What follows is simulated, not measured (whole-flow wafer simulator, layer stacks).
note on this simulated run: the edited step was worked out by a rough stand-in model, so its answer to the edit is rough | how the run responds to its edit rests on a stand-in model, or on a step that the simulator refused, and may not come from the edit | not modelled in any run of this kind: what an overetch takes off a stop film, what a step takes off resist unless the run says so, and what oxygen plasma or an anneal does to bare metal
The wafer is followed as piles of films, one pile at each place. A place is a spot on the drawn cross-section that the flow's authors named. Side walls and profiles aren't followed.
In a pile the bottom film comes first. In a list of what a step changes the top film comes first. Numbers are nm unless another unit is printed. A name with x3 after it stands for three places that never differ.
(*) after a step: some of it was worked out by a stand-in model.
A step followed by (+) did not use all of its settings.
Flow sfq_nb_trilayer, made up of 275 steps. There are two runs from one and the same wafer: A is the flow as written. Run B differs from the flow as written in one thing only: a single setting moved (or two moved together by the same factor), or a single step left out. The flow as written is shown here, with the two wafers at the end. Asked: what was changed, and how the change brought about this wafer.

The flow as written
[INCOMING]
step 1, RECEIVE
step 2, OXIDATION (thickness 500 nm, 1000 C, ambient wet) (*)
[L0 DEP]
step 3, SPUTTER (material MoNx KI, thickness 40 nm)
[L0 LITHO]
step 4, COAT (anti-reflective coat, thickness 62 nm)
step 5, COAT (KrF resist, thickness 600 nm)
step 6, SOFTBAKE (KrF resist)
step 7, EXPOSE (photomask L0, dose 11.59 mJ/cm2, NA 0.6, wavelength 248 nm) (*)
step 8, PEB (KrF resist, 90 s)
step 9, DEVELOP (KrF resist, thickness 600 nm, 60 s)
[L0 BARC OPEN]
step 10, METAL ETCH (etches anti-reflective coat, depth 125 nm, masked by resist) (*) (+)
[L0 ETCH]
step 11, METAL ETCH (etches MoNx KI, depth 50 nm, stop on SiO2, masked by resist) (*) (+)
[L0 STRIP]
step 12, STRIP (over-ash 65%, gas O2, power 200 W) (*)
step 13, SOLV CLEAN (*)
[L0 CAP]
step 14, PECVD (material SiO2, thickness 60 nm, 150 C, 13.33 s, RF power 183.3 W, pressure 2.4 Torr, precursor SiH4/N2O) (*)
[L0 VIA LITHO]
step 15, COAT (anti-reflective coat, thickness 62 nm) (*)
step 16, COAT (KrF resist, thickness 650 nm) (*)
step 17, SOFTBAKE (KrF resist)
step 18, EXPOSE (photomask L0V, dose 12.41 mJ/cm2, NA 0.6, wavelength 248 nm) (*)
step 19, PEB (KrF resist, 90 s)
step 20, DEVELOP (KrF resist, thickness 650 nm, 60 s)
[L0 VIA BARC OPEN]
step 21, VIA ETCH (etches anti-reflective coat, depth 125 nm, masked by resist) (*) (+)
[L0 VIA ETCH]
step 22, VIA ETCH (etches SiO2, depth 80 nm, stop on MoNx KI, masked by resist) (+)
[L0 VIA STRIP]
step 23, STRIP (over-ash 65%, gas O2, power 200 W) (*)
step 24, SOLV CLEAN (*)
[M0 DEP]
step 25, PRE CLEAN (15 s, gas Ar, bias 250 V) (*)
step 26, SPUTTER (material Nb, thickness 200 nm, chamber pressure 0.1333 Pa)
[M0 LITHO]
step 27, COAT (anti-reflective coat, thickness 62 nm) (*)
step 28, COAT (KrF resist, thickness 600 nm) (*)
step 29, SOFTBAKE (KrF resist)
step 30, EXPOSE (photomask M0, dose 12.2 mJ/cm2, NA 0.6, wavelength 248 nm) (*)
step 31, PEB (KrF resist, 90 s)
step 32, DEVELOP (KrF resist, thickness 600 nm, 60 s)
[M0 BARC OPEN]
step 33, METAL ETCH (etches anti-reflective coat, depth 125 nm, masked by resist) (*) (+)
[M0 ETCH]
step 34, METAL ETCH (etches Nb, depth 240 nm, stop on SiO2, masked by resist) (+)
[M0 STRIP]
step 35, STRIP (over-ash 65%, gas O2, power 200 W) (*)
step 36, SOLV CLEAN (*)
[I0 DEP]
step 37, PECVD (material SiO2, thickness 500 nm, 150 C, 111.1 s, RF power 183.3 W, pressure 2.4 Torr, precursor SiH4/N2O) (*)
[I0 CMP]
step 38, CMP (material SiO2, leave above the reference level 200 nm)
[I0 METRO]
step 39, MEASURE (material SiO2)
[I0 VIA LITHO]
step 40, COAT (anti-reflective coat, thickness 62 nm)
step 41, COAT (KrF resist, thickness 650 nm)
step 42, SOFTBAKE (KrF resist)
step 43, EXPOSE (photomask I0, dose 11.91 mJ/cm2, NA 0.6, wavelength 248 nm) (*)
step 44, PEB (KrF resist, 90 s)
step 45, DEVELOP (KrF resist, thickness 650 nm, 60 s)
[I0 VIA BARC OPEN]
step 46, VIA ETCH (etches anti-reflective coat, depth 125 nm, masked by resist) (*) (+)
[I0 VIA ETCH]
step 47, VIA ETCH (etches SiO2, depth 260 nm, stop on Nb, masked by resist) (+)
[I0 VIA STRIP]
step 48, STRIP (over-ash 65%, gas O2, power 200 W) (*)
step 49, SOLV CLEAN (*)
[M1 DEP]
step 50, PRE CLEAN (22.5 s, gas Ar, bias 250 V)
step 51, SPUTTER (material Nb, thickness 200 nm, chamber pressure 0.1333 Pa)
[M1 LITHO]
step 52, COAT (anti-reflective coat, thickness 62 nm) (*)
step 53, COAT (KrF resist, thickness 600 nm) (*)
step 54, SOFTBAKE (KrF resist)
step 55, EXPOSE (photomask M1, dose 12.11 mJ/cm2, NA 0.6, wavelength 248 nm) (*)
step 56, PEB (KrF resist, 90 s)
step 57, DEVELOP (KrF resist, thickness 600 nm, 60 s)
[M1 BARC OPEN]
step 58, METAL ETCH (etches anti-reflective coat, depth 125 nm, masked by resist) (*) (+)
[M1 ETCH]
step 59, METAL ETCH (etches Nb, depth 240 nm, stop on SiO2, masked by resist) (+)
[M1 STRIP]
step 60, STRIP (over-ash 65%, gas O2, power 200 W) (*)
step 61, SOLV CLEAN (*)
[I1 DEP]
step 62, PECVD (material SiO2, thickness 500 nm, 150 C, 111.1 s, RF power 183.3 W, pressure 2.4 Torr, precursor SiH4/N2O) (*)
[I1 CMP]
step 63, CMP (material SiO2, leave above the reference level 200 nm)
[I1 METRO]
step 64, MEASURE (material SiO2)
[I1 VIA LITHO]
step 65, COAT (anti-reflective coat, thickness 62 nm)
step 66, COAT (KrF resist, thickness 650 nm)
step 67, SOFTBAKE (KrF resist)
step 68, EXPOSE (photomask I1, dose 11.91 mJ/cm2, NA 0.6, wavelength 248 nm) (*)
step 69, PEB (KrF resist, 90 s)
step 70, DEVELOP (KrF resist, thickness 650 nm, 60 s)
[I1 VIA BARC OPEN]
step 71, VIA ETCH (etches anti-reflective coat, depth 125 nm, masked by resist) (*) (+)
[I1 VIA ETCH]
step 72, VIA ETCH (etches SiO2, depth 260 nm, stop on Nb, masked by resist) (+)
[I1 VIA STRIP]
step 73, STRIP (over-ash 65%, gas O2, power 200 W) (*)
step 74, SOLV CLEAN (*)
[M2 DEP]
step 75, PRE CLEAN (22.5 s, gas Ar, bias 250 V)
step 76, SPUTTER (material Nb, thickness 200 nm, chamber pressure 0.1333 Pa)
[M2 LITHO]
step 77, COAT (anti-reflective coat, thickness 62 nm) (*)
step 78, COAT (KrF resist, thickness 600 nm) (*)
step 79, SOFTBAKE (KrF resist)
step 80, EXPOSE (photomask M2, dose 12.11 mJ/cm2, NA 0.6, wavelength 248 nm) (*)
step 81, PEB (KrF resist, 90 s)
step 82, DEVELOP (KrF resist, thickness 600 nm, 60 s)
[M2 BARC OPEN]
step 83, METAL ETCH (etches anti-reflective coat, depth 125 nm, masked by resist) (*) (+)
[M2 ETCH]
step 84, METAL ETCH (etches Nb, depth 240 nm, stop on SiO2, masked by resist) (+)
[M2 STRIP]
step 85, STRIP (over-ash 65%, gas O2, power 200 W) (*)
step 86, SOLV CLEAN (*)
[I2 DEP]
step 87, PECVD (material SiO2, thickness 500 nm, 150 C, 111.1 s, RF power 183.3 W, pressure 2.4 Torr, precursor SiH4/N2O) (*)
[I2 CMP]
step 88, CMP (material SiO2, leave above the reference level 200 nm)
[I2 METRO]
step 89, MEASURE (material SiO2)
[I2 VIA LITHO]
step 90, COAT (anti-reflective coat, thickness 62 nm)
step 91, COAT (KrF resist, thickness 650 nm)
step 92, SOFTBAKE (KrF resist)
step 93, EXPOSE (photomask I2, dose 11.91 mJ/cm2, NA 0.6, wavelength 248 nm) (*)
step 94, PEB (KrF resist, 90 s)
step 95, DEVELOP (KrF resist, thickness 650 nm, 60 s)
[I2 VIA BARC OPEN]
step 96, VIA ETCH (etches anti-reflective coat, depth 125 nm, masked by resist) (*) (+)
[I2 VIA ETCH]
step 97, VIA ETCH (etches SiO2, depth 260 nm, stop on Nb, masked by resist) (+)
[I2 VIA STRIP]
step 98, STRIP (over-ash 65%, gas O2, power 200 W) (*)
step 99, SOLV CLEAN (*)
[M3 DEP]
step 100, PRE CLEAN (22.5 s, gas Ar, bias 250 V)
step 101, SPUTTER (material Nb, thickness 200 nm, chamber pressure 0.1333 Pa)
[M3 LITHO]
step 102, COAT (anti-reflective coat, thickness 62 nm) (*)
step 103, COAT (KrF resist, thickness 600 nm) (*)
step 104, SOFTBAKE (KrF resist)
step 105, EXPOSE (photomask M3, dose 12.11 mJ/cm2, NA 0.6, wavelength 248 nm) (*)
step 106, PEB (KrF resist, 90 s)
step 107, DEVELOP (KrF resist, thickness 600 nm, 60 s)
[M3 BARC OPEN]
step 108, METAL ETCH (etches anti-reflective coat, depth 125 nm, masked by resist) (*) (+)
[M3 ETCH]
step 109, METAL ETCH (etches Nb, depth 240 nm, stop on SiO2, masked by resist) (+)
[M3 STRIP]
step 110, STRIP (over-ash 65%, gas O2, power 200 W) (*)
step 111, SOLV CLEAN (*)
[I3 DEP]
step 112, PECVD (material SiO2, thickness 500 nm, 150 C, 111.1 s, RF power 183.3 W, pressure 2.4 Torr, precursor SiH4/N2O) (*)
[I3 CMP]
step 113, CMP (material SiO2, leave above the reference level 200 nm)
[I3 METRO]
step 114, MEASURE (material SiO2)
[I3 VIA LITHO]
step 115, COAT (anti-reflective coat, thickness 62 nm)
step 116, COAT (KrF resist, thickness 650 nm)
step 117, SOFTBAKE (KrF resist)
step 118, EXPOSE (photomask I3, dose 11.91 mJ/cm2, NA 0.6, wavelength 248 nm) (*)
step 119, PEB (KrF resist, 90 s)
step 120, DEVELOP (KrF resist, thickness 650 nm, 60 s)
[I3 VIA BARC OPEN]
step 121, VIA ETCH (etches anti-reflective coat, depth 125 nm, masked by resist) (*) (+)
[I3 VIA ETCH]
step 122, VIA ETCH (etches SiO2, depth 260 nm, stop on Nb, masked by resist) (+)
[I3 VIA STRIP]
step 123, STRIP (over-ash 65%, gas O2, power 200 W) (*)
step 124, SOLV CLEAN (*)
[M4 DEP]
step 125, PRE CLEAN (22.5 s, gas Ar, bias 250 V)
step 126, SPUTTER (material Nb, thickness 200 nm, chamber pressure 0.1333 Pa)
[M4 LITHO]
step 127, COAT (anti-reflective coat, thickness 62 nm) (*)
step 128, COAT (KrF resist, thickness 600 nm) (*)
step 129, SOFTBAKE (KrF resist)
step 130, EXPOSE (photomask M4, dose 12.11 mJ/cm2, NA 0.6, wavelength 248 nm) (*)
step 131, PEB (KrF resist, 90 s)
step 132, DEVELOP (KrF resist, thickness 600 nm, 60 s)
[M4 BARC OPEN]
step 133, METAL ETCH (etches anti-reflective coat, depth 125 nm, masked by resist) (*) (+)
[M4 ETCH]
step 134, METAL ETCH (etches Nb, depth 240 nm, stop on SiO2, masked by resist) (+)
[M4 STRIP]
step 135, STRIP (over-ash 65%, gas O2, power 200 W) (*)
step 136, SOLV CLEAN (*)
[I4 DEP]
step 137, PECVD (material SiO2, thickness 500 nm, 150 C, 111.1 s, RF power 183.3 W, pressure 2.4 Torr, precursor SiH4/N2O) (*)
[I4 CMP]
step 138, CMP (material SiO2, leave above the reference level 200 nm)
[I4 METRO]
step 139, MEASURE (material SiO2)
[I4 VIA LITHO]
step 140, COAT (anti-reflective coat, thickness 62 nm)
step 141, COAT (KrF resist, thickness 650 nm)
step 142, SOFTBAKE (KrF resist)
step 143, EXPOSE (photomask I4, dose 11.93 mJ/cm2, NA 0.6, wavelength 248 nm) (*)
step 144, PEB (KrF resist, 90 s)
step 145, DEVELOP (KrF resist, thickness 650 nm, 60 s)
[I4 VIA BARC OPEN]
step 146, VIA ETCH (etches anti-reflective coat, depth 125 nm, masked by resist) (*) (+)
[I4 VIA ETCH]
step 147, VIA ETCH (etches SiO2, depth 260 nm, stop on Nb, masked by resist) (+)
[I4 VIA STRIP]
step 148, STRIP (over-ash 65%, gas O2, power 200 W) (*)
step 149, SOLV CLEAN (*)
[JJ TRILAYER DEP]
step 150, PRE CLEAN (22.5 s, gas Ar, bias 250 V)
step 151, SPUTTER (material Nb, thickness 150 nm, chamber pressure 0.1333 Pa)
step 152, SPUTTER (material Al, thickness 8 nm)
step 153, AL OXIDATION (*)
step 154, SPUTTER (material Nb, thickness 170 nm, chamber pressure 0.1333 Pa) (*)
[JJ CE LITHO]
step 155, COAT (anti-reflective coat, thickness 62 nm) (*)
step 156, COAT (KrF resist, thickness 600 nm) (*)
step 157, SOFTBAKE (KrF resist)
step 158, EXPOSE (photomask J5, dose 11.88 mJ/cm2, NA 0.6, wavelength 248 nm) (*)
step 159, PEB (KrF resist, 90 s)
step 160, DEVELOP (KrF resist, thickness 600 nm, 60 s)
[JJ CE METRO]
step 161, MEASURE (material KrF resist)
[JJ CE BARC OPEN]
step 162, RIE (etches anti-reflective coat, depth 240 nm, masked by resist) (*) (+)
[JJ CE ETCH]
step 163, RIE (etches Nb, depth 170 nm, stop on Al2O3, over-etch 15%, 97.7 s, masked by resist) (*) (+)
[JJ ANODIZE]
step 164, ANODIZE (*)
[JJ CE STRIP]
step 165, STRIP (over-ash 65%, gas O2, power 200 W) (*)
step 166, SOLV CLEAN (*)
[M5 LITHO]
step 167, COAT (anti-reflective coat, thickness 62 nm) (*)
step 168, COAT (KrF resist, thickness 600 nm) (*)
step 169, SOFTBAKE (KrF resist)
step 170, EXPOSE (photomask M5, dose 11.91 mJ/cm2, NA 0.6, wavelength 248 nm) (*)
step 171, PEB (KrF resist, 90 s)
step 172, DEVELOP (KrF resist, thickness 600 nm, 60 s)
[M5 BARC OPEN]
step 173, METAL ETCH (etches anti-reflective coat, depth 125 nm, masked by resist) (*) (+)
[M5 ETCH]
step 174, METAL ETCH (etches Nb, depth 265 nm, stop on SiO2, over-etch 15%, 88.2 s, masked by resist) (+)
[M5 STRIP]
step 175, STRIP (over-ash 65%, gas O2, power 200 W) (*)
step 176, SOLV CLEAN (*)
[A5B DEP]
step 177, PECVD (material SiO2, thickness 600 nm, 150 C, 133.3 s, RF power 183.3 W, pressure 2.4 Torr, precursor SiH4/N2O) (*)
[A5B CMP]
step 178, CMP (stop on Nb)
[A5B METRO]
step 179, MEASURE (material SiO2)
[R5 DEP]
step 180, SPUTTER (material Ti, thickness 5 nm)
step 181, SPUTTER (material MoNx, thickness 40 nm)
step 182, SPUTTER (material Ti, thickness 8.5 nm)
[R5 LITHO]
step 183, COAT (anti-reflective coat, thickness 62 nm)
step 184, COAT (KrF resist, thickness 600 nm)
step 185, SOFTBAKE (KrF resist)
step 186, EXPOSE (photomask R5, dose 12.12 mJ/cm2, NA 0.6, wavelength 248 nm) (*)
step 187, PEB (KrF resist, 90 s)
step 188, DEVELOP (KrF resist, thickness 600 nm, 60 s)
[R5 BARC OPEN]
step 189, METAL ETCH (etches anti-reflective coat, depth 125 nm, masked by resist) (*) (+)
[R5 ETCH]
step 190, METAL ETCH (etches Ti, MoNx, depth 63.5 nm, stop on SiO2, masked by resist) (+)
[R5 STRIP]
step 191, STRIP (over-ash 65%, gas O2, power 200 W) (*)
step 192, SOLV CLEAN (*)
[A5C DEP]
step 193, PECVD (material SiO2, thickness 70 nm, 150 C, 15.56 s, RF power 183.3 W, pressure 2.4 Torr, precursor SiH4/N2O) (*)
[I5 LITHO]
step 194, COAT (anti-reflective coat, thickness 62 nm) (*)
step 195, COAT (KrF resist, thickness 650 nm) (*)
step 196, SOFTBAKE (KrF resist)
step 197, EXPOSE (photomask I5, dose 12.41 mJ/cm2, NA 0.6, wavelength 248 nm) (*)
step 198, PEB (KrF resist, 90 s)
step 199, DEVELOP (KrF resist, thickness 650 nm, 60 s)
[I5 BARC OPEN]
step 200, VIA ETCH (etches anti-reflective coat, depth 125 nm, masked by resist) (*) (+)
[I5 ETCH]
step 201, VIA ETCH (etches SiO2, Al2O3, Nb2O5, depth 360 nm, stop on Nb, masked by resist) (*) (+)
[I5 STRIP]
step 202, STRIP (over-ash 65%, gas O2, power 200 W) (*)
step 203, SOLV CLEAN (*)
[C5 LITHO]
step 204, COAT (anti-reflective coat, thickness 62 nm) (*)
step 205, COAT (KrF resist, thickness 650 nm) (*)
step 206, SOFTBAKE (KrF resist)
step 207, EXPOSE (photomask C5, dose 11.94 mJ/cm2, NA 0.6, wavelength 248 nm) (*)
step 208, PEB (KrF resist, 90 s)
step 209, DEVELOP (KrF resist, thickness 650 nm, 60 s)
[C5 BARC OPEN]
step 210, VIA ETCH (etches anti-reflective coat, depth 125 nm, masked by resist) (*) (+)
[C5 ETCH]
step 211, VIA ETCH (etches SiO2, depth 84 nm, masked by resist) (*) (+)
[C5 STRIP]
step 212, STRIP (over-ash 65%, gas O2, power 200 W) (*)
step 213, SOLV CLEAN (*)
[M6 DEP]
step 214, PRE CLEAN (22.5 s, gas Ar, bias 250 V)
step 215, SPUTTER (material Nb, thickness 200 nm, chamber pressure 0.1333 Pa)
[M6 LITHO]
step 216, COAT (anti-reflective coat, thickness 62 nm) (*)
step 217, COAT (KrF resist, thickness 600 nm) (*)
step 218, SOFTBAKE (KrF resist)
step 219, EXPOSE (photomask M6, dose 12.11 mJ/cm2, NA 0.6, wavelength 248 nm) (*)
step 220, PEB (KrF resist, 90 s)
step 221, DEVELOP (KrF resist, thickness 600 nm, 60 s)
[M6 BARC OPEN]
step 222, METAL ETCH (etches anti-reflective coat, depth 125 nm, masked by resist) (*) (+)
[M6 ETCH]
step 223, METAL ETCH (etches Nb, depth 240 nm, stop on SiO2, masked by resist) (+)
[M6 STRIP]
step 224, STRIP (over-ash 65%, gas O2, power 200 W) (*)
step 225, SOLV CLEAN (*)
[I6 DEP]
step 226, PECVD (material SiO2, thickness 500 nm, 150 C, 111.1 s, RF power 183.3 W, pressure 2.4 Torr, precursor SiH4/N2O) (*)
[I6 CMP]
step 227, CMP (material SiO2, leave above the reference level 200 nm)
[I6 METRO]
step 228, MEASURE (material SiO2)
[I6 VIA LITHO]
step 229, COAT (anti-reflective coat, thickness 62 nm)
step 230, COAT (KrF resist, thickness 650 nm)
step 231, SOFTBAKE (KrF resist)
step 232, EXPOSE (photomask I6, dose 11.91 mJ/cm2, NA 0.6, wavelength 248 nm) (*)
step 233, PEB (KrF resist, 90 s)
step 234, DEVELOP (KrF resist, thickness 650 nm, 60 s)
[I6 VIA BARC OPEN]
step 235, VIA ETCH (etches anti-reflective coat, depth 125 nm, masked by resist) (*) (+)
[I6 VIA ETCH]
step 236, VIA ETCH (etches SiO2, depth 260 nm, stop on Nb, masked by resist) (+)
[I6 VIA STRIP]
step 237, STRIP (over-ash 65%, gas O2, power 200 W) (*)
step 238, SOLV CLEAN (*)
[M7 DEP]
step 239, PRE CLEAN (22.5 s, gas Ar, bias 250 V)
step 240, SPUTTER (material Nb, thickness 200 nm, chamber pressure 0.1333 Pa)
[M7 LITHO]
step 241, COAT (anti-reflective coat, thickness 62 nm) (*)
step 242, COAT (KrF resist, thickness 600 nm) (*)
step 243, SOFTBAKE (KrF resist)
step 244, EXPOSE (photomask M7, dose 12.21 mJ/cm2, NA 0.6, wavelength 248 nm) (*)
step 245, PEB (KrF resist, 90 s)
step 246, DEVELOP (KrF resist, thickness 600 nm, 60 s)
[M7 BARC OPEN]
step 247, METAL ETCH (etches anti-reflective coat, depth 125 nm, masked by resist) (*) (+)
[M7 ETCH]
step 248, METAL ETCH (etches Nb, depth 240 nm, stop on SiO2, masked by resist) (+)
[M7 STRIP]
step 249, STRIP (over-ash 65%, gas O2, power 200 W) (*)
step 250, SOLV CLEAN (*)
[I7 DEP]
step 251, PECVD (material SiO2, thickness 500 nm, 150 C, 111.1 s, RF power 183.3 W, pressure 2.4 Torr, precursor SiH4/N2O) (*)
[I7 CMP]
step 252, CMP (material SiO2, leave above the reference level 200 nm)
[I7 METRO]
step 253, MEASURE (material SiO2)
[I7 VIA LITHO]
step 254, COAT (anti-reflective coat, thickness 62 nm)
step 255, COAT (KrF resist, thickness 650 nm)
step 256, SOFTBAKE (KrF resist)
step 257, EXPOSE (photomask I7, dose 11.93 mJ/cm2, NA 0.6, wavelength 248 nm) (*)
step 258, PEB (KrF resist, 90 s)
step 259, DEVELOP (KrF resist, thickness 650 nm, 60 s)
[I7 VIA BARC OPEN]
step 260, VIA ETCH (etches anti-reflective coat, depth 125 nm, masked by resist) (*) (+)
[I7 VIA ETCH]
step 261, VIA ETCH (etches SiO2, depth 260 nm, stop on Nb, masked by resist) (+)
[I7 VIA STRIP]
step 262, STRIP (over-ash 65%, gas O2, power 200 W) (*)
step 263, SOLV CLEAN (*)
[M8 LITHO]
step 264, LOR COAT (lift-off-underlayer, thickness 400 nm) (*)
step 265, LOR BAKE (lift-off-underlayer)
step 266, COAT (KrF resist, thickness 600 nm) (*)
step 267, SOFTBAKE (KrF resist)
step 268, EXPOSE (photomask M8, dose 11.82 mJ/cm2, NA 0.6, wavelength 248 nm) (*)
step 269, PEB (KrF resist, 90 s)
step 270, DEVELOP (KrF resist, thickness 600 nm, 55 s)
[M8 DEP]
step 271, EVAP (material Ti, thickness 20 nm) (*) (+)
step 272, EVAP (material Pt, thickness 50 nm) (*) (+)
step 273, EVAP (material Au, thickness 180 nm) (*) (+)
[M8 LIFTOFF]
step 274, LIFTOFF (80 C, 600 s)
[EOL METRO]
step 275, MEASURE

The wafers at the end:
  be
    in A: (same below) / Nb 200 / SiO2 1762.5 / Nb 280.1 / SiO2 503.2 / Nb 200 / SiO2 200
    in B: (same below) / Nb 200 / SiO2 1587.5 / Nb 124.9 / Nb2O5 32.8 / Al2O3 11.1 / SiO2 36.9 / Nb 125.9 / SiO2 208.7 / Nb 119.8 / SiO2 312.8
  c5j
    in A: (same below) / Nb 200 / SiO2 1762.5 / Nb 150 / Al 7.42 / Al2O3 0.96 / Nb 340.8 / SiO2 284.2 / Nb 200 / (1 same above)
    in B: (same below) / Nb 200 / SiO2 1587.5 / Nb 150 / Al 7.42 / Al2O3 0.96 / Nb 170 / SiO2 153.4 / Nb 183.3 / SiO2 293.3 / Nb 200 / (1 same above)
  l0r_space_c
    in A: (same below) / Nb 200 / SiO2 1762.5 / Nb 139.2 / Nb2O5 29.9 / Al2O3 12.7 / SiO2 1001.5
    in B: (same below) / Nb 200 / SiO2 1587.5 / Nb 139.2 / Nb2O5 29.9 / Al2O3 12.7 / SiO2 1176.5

The reason: step 137, PECVD: thickness 225 nm was run, while the flow as written has thickness 500 nm; step 137, PECVD: 50 s was run, where the flow has 111.1 s.

How this came from the change, step by step:
  step 137, PECVD (material SiO2, thickness 500 nm, 150 C, 111.1 s, RF power 183.3 W, pressure 2.4 Torr, precursor SiH4/N2O) (*)
      field_l, be, be_sur and 55 more: A SiO2 gains 500 | B SiO2 gains 225
      v_sur, via_wl, via_w and 35 more: A SiO2 gains 500 (new film) | B SiO2 gains 225 (new film)
      (also at 10 further places)
  step 138, CMP (material SiO2, leave above the reference level 200 nm)
      field_l, be, be_sur and 55 more: A SiO2 loses 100 | B nothing
      p3_s0, p3_s1, p3_s2, p3_s3, p3_s4, p3_s5: A SiO2 loses 157.1 | B nothing
      (also at 42 further places)
  step 140, COAT (anti-reflective coat, thickness 62 nm)
      m0r_space_l, m0r_space_r, m6r_space_l, m6r_space_r, m7r_space_l, m7r_space_r: A anti-reflective coat gains 62 (new film) | B anti-reflective coat gains 81.3 (new film)
      ce_l, sp_r, be_r, r_sur, l0r_space_c: A anti-reflective coat gains 62 (new film) | B anti-reflective coat gains 64.6 (new film)
      (also at 77 further places)
  step 141, COAT (KrF resist, thickness 650 nm)
      m0r_line_l, m0r_line_r, m6r_line_l, m6r_line_r, m7r_line_l, m7r_line_r: A KrF resist gains 650 (new film) | B KrF resist gains 684 (new film)
      m0r_space_l, m0r_space_r, m6r_space_l, m6r_space_r, m7r_space_l, m7r_space_r: A KrF resist gains 650 (new film) | B KrF resist gains 673 (new film)
      (also at 73 further places)
  step 145, DEVELOP (KrF resist, thickness 650 nm, 60 s)
      via_wl: A KrF resist loses 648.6 (all of it) | B KrF resist loses 579.5 (all of it)
      via_w: A KrF resist loses 648.6 (all of it) | B KrF resist loses 587.9 (all of it)
      (also at 1 further place)
  step 146, VIA ETCH (etches anti-reflective coat, depth 125 nm, masked by resist) (*) (+)
      field_l, v_sur, via_sp and 100 more: A KrF resist loses 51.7 | B KrF resist loses 40.5
      via_wl: A anti-reflective coat loses 62 (all of it), SiO2 loses 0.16 | B anti-reflective coat loses 48.2 (all of it), SiO2 loses 0.12
      (also at 2 further places)
  step 148, STRIP (over-ash 65%, gas O2, power 200 W) (*)
      p4_fl, p4_fm, p4_w1, p4_g1, p4_w2, p4_g2, p4_w3, p4_fr: A KrF resist loses 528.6 (all of it), anti-reflective coat loses 62 (all of it) | B KrF resist loses 539.8 (all of it), anti-reflective coat loses 62 (all of it)
      m0r_line_l, m0r_line_r, m6r_line_l, m6r_line_r, m7r_line_l, m7r_line_r: A KrF resist loses 528.6 (all of it), anti-reflective coat loses 62 (all of it) | B KrF resist loses 573.7 (all of it), anti-reflective coat loses 61.7 (all of it)
      (also at 89 further places)
  step 151, SPUTTER (material Nb, thickness 150 nm, chamber pressure 0.1333 Pa)
      lsp_r, l0_sur, l0v: A Nb gains 150 (new film) | B Nb gains 143.2 (new film)
      be, lsp_l: A Nb gains 150 (new film) | B Nb gains 136.7 (new film)
      (also at 1 further place)
  step 152, SPUTTER (material Al, thickness 8 nm)
      be, lsp_l: A Al gains 8 (new film) | B Al gains 7.29 (new film)
      via_v: A Al gains 8 (new film) | B Al gains 5.97 (new film)
  step 154, SPUTTER (material Nb, thickness 170 nm, chamber pressure 0.1333 Pa) (*)
      lsp_r, l0_sur, l0v: A Nb gains 170 (new film) | B Nb gains 162.1 (new film)
      be, lsp_l: A Nb gains 170 (new film) | B Nb gains 153.7 (new film)
      (also at 1 further place)
  step 155, COAT (anti-reflective coat, thickness 62 nm) (*)
      p3_fr, m0r_space_l, m6r_space_l, m7r_space_l: A anti-reflective coat gains 62 (new film) | B anti-reflective coat gains 81.5 (new film)
      p3_l1, p3_l2, p3_l3: A anti-reflective coat gains 62 (new film) | B anti-reflective coat gains 44.7 (new film)
      (also at 83 further places)
  step 156, COAT (KrF resist, thickness 600 nm) (*)
      m0r_line_l, m6r_line_l, m7r_line_l: A KrF resist gains 600 (new film) | B KrF resist gains 633.4 (new film)
      m0r_space_l, m6r_space_l, m7r_space_l: A KrF resist gains 600 (new film) | B KrF resist gains 623 (new film)
      (also at 79 further places)
  step 160, DEVELOP (KrF resist, thickness 600 nm, 60 s)
      m0r_line_l, m6r_line_l, m7r_line_l: A KrF resist loses 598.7 (all of it) | B KrF resist loses 632 (all of it)
      m0r_space_l, m6r_space_l, m7r_space_l: A KrF resist loses 598.7 (all of it) | B KrF resist loses 621.7 (all of it)
      (also at 79 further places)
  step 162, RIE (etches anti-reflective coat, depth 240 nm, masked by resist) (*) (+)
      ce_l, c5j, ce_r, wl_jj: A KrF resist loses 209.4 | B KrF resist loses 201.4
      p3_fr, m0r_space_l, m6r_space_l, m7r_space_l: A anti-reflective coat loses 62 (all of it) | B anti-reflective coat loses 81.5 (all of it)
      (also at 82 further places)
  step 163, RIE (etches Nb, depth 170 nm, stop on Al2O3, over-etch 15%, 97.7 s, masked by resist) (*) (+)
      lsp_r, l0_sur, l0v: A Nb loses 170 (all of it), Al2O3 loses 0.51 | B Nb loses 162.1 (all of it), Al2O3 loses 0.96 (all of it)
      be, lsp_l: A Nb loses 170 (all of it), Al2O3 loses 0.51 | B Nb loses 153.7 (all of it), Al2O3 loses 0.96 (all of it)
      (also at 1 further place)
  step 164, ANODIZE (*)
      lsp_r, l0_sur, l0v: A Al2O3 gains 12.2, Nb2O5 gains 29.9 (new film), Al loses 7.42 (all of it), Nb loses 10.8 | B Al2O3 gains 11.5 (new film), Nb2O5 gains 32 (new film), Al loses 6.99 (all of it), Nb loses 11.5
      be, lsp_l: A Al2O3 gains 12.2, Nb2O5 gains 29.9 (new film), Al loses 7.42 (all of it), Nb loses 10.8 | B Al2O3 gains 11.1 (new film), Nb2O5 gains 32.8 (new film), Al loses 6.71 (all of it), Nb loses 11.8
      (also at 1 further place)
  ... another 46 steps ...
  step 274, LIFTOFF (80 C, 600 s)
      be: A Au loses 180 (all of it), Pt loses 50 (all of it), Ti loses 20 (all of it), KrF resist loses 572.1 (all of it), lift-off-underlayer loses 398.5 (all of it) | B Au loses 180 (all of it), Pt loses 50 (all of it), Ti loses 20 (all of it), KrF resist loses 613.8 (all of it), lift-off-underlayer loses 720.8 (all of it)
      be_sur: A Au loses 180 (all of it), Pt loses 50 (all of it), Ti loses 20 (all of it), KrF resist loses 572.6 (all of it), lift-off-underlayer loses 398.9 (all of it) | B Au loses 180 (all of it), Pt loses 50 (all of it), Ti loses 20 (all of it), KrF resist loses 587.3 (all of it), lift-off-underlayer loses 366.3 (all of it)
      (also at 1 further place)
With metal films that touch counted as one body, be has 4 bodies (between them, from the top down: SiO2 208.7; SiO2 36.9 / Al2O3 11.1 / Nb2O5 32.8; SiO2 1587.5); the flow as written gives 3 bodies (between them, from the top down: SiO2 503.2; SiO2 1762.5).
With metal films that touch counted as one body, c5j has 5 bodies (between them, from the top down: SiO2 293.3; SiO2 153.4; Al2O3 0.96; SiO2 1587.5); the flow as written gives 4 bodies (between them, from the top down: SiO2 284.2; Al2O3 0.96; SiO2 1762.5).
